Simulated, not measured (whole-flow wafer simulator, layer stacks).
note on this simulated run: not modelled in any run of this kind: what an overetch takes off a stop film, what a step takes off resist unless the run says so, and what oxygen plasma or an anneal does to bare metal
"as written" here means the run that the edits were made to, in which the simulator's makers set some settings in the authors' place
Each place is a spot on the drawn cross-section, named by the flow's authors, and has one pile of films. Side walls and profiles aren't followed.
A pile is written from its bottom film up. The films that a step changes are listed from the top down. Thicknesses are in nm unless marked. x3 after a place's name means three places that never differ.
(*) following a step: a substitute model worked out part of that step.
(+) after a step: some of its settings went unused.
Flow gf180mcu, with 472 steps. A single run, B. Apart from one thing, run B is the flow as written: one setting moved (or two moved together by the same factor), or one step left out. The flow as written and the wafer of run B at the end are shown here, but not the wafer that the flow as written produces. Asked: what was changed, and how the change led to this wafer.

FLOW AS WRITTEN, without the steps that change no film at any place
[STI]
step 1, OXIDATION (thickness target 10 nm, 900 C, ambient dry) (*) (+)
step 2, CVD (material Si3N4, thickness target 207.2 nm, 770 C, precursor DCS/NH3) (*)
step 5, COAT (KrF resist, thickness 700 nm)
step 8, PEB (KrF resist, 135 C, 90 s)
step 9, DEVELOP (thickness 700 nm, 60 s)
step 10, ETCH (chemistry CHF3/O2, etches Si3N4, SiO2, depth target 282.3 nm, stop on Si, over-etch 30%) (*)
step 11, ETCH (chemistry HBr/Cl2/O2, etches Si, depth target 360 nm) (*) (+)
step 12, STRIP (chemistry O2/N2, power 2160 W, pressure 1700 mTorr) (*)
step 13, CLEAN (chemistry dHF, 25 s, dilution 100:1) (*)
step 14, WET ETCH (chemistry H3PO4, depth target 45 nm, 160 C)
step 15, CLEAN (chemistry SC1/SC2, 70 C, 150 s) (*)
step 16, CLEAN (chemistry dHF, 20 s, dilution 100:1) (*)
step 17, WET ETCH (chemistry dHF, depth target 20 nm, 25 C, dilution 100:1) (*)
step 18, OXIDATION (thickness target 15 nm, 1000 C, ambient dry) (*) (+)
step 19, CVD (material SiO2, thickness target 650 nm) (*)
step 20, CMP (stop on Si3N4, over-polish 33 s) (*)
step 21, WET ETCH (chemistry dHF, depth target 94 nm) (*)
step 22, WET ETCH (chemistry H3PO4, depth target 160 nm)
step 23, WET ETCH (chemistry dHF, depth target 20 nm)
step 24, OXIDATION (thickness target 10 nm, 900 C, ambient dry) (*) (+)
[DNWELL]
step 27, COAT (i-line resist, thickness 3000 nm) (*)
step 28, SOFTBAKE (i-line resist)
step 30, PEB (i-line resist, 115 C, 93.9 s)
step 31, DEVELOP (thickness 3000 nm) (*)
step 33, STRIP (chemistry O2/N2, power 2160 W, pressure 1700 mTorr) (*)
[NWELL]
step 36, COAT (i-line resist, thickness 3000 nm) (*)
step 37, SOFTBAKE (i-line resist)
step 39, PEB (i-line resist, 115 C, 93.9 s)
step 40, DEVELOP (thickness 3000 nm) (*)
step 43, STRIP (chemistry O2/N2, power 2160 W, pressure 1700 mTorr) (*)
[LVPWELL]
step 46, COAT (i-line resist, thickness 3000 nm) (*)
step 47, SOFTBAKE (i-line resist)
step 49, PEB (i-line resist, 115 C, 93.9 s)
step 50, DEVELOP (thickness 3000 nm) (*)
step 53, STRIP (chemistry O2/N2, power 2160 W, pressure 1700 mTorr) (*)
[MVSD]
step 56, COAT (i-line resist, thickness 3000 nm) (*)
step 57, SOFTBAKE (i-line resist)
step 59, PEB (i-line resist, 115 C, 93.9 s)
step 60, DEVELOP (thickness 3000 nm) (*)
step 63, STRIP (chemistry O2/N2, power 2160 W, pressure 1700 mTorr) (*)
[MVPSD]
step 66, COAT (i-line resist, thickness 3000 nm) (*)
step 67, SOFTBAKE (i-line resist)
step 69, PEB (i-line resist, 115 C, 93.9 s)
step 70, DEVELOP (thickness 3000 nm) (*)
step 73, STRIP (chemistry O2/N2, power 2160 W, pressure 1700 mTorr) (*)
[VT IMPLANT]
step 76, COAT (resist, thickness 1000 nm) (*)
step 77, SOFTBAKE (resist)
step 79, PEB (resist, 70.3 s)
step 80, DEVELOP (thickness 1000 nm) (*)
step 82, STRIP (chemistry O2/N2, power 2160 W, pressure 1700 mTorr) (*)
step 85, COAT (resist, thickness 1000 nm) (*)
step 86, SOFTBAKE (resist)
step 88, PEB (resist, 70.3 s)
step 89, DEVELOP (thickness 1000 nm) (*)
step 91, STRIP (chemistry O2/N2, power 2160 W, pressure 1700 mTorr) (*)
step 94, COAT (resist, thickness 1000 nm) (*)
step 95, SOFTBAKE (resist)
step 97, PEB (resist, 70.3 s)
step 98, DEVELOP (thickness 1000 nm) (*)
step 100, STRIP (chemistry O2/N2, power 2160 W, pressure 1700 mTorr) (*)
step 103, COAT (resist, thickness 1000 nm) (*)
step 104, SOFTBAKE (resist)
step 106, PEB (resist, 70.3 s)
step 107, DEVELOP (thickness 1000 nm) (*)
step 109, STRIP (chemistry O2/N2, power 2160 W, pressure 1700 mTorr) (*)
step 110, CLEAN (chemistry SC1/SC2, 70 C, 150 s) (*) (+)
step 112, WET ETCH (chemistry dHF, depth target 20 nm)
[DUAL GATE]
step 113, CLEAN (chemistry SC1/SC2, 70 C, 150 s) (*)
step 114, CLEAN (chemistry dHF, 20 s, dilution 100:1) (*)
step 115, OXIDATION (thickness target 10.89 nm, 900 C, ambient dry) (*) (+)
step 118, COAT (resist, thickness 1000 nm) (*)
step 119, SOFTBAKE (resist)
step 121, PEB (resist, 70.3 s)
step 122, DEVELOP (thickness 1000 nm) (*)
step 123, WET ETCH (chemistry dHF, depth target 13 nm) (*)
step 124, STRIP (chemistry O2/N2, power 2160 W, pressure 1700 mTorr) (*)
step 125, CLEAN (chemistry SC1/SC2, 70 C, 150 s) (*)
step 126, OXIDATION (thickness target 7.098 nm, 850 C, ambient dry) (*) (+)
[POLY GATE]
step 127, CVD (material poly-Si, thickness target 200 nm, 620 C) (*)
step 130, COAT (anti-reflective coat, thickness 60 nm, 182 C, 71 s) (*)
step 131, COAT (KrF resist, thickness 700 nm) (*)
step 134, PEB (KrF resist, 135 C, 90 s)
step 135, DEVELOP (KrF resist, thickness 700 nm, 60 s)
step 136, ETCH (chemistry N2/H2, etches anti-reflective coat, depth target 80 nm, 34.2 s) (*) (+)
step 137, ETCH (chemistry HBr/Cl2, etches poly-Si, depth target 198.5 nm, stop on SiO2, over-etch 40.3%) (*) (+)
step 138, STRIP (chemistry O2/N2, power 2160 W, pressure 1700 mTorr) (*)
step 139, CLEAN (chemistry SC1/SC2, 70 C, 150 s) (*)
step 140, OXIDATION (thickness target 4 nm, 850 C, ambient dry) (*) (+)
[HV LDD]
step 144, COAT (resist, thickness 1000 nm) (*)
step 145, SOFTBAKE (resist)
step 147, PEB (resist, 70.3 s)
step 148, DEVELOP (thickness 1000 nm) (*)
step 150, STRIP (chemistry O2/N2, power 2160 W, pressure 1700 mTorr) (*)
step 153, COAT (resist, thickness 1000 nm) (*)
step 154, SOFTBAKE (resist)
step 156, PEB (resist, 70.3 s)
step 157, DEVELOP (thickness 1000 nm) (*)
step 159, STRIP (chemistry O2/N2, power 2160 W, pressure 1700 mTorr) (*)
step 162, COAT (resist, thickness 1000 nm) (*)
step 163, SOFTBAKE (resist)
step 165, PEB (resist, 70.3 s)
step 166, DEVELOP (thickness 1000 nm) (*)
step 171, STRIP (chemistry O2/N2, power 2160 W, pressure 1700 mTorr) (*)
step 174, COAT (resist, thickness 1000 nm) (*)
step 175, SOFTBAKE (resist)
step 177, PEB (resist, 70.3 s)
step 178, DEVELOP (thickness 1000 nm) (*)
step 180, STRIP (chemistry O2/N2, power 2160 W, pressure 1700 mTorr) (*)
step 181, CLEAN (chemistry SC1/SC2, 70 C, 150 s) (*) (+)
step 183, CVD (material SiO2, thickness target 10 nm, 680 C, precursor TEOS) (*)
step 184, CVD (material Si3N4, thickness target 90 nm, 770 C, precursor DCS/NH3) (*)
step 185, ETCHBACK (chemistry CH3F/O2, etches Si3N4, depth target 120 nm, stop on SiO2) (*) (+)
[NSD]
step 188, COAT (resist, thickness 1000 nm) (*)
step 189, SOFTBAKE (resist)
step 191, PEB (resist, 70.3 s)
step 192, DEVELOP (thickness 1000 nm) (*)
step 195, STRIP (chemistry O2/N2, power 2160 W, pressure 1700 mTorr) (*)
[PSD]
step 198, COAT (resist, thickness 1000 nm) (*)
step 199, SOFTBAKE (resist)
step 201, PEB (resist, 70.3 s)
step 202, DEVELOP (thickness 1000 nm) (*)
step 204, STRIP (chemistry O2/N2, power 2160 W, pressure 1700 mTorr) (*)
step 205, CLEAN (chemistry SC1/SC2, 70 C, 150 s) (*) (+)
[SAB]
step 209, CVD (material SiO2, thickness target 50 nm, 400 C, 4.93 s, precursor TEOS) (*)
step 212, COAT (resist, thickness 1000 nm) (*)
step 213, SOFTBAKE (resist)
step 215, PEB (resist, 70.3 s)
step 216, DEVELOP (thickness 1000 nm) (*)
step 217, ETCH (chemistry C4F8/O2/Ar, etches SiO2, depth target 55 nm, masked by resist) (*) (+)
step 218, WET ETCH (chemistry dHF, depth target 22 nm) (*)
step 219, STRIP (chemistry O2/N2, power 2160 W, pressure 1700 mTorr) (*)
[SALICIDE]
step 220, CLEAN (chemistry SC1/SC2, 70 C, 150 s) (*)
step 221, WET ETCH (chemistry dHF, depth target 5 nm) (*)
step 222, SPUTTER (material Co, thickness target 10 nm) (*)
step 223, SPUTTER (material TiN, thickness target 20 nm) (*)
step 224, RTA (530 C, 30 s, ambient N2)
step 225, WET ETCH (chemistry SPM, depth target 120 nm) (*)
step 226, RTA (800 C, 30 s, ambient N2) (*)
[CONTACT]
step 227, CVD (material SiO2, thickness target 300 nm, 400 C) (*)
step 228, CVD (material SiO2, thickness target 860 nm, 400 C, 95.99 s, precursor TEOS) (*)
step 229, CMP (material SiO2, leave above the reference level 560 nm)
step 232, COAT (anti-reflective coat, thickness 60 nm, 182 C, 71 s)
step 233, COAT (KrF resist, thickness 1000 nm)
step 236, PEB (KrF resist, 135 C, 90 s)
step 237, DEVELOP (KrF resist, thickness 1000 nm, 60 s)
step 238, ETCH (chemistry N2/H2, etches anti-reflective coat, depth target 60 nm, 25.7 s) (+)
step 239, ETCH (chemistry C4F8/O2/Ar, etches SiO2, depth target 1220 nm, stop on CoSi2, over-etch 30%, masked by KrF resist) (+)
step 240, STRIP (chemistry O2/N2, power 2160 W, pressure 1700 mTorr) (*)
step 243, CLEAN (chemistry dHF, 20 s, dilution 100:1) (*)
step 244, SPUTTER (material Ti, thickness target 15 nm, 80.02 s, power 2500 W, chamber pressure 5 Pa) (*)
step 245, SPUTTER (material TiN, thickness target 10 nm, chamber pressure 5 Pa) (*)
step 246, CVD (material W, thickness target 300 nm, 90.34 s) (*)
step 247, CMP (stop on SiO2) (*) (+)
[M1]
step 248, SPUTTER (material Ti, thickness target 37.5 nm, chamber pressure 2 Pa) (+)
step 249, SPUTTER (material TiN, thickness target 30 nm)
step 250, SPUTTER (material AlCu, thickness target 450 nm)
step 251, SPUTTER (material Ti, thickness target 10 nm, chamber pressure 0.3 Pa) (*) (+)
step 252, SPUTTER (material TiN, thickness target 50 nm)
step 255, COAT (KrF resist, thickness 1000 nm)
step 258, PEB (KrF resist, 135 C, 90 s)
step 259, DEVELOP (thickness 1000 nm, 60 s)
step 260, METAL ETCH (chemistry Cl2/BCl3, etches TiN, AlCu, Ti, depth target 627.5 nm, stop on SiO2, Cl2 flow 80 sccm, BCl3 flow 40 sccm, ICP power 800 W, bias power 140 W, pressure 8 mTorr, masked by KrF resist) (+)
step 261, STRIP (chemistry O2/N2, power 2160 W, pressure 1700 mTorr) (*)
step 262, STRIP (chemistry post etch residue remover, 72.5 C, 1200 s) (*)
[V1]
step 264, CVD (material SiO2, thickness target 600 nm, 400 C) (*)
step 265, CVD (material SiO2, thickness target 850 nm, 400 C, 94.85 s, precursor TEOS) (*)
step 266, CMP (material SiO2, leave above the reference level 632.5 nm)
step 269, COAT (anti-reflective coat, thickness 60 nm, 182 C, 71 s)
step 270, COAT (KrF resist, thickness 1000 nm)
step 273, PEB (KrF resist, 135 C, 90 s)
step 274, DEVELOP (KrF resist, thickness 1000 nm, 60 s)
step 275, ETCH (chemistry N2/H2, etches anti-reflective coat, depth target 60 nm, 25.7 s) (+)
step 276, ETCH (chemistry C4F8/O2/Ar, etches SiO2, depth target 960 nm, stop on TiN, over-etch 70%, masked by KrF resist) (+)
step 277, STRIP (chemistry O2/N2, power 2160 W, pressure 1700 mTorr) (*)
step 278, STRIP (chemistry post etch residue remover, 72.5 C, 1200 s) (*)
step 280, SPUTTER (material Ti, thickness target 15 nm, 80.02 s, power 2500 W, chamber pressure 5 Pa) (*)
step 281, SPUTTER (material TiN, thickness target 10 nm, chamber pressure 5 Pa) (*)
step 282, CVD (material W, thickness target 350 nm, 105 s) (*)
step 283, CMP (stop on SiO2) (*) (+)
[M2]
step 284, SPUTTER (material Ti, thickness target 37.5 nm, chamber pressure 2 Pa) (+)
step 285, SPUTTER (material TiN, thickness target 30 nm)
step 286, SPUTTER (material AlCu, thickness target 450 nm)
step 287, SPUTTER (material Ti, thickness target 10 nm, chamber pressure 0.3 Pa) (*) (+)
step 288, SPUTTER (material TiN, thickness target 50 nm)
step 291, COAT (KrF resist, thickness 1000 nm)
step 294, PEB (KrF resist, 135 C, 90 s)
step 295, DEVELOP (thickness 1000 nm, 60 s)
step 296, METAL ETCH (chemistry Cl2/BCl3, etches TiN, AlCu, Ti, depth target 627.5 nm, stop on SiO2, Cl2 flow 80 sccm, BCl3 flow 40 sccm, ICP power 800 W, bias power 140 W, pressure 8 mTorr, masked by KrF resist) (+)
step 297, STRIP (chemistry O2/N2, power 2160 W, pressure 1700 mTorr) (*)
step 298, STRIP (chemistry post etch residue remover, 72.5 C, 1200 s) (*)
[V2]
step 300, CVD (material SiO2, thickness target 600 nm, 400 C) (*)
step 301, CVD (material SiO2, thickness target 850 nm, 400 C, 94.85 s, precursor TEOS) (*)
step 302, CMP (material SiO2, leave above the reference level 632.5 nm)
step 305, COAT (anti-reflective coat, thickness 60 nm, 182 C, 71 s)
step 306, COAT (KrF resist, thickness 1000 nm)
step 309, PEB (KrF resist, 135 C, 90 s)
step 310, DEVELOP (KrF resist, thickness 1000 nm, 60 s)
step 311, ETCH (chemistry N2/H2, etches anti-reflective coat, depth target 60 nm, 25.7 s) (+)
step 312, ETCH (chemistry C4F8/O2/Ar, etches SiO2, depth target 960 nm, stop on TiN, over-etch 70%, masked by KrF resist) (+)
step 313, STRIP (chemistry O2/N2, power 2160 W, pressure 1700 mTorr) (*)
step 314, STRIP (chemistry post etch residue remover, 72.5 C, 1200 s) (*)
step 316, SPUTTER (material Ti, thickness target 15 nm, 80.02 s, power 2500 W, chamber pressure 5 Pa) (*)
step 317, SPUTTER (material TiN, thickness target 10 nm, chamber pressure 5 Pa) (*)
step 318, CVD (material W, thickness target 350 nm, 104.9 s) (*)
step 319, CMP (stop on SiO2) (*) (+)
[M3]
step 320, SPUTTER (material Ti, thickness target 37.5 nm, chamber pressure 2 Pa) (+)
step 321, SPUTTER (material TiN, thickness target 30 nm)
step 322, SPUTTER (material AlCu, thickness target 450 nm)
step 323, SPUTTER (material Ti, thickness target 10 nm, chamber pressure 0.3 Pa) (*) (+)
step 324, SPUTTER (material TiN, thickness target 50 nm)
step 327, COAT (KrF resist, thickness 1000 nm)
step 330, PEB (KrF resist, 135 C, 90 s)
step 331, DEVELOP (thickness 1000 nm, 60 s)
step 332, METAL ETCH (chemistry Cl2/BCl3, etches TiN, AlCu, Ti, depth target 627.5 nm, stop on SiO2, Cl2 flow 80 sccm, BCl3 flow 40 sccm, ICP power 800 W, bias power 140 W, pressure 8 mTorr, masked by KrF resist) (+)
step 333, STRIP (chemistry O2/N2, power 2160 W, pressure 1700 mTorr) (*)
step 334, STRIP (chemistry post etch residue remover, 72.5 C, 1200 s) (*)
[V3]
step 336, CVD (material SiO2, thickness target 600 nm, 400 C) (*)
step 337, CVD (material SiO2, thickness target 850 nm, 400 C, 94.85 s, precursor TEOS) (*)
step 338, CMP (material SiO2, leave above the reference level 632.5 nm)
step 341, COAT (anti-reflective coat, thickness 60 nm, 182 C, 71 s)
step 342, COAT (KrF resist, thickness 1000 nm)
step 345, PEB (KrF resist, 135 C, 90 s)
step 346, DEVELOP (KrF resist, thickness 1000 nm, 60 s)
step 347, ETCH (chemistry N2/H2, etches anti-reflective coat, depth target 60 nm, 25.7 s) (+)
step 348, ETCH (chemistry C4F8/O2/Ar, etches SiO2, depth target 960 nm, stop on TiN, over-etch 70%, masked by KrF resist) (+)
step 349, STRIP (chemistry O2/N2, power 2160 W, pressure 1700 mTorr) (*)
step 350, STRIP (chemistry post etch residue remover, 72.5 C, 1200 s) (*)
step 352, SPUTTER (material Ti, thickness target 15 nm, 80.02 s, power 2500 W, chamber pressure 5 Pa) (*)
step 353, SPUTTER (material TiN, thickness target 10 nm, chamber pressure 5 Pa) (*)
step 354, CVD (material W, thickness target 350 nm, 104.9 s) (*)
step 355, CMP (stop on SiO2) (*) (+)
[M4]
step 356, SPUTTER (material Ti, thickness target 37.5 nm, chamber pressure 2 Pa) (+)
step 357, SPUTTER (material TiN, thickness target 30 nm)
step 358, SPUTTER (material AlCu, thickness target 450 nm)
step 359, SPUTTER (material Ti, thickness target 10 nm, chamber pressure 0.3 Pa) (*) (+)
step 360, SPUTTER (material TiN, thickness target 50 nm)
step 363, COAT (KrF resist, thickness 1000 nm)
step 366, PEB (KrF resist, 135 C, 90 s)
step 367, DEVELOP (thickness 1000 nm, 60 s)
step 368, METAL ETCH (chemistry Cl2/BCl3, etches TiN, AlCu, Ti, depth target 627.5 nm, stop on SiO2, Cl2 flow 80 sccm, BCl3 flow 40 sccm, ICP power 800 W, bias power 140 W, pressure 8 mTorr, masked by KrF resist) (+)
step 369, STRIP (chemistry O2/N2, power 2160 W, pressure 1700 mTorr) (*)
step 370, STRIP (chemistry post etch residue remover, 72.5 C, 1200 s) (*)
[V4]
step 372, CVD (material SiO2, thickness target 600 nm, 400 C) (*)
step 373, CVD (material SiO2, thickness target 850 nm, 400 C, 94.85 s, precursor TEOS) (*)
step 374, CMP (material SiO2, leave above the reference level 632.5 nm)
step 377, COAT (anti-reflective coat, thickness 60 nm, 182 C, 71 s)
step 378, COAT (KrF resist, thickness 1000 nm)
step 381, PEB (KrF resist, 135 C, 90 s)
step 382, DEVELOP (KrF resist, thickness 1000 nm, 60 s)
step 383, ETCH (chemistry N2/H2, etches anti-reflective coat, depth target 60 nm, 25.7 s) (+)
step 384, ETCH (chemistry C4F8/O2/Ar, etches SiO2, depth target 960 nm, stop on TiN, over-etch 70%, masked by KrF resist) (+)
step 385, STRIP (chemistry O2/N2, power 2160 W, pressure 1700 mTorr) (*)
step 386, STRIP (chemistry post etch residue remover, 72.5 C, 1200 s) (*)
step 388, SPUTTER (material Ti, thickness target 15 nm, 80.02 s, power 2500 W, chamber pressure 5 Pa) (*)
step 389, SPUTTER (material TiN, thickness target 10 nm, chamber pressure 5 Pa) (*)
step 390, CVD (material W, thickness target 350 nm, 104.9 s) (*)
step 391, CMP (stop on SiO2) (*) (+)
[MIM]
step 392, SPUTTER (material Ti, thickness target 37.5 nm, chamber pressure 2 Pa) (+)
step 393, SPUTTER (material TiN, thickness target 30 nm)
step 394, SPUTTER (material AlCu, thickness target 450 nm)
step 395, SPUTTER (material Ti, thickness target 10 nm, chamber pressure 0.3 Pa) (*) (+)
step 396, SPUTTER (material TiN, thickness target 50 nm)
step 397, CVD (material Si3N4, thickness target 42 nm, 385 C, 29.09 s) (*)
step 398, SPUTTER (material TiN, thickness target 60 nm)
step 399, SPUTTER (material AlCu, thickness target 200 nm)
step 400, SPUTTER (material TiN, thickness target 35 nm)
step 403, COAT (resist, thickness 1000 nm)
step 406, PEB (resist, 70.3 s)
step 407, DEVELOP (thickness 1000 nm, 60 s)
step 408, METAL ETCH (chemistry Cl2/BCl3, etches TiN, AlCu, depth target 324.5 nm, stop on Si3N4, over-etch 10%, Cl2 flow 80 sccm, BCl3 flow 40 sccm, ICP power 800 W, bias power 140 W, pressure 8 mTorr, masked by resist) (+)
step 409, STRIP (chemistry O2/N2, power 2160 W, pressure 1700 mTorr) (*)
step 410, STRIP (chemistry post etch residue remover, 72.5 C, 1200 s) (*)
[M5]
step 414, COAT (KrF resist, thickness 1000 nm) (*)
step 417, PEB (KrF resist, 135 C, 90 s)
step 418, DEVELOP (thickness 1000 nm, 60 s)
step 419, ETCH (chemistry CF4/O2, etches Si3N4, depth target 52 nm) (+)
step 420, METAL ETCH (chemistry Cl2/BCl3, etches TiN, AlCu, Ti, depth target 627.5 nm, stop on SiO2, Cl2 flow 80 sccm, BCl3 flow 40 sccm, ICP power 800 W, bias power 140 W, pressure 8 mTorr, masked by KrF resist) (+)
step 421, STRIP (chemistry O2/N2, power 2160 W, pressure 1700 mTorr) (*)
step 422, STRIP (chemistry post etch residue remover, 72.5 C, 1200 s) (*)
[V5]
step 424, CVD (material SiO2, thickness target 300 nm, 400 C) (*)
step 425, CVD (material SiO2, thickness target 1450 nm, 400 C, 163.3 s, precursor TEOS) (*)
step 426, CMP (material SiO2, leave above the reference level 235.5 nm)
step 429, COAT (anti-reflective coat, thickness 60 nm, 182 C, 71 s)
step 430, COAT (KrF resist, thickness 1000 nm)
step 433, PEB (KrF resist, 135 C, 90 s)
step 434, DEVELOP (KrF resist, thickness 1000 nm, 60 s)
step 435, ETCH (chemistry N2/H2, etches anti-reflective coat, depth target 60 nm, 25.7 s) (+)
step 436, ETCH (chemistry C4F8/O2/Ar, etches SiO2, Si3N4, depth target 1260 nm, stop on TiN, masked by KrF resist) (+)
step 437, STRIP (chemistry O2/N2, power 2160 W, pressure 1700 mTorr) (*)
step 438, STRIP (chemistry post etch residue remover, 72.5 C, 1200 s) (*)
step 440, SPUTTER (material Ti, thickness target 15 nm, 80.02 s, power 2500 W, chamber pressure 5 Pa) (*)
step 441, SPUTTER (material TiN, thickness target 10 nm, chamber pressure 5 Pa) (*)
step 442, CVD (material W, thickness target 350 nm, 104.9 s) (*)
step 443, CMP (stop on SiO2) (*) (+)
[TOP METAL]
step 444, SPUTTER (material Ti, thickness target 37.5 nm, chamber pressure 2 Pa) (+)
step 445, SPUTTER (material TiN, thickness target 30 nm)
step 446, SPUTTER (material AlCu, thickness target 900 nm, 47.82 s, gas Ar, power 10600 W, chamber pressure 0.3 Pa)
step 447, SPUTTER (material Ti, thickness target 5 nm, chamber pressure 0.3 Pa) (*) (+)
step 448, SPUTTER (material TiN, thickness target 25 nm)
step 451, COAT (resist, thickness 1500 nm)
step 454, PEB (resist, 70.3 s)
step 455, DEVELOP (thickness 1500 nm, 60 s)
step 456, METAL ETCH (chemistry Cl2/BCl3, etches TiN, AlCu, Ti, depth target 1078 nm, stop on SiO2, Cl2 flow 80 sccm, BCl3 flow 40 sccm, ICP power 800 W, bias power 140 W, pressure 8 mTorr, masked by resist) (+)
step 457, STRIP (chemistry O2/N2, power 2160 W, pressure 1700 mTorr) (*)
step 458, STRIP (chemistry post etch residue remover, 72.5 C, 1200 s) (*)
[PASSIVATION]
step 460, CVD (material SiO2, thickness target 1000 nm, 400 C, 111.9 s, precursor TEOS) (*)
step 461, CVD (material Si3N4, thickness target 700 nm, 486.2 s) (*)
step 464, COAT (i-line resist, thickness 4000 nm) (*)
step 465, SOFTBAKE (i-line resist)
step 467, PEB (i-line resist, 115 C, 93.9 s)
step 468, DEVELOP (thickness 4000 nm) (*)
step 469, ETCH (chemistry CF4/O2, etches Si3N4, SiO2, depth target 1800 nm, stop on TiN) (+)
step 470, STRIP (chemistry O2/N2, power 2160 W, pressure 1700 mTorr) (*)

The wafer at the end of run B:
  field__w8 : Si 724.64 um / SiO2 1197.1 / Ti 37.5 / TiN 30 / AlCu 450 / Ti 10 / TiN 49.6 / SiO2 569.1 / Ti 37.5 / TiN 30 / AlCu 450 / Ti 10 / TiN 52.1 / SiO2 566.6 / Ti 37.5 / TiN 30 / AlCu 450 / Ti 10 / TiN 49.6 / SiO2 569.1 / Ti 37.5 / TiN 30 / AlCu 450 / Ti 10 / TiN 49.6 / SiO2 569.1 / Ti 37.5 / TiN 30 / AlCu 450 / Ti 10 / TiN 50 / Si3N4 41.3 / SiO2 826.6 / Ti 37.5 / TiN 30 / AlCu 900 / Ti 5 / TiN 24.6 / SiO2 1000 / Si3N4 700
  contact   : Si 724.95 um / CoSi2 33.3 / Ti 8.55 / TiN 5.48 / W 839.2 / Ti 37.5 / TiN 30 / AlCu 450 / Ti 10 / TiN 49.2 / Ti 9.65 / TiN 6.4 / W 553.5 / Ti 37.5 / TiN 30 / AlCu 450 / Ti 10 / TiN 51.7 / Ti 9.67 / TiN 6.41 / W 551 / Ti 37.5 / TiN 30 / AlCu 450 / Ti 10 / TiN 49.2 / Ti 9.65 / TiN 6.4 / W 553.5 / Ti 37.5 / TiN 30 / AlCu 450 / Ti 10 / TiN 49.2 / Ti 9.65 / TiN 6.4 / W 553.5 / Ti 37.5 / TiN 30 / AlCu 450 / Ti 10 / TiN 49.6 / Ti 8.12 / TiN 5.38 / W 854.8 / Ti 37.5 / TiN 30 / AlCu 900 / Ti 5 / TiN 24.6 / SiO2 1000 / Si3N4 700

The reason: step 288, SPUTTER: thickness target 52.5 nm was run, though the flow has thickness target 50 nm.

How this came from the change, step by step:
  step 288, SPUTTER (material TiN, thickness target 50 nm)
      field, field__w1, field__w2 and 108 more: +52.5 TiN (new film) (it would be, as written: +50 TiN (new film))
  step 296, METAL ETCH (chemistry Cl2/BCl3, etches TiN, AlCu, Ti, depth target 627.5 nm, stop on SiO2, Cl2 flow 80 sccm, BCl3 flow 40 sccm, ICP power 800 W, bias power 140 W, pressure 8 mTorr, masked by KrF resist) (+)
      field, field__w1, field__w2 and 103 more: -52.5 TiN (all of it), -10 Ti (all of it), -450 AlCu (all of it), -30 TiN (all of it), -37.5 Ti (all of it) (it would be, as written: -50 TiN (all of it), -10 Ti (all of it), -450 AlCu (all of it), -30 TiN (all of it), -37.5 Ti (all of it))
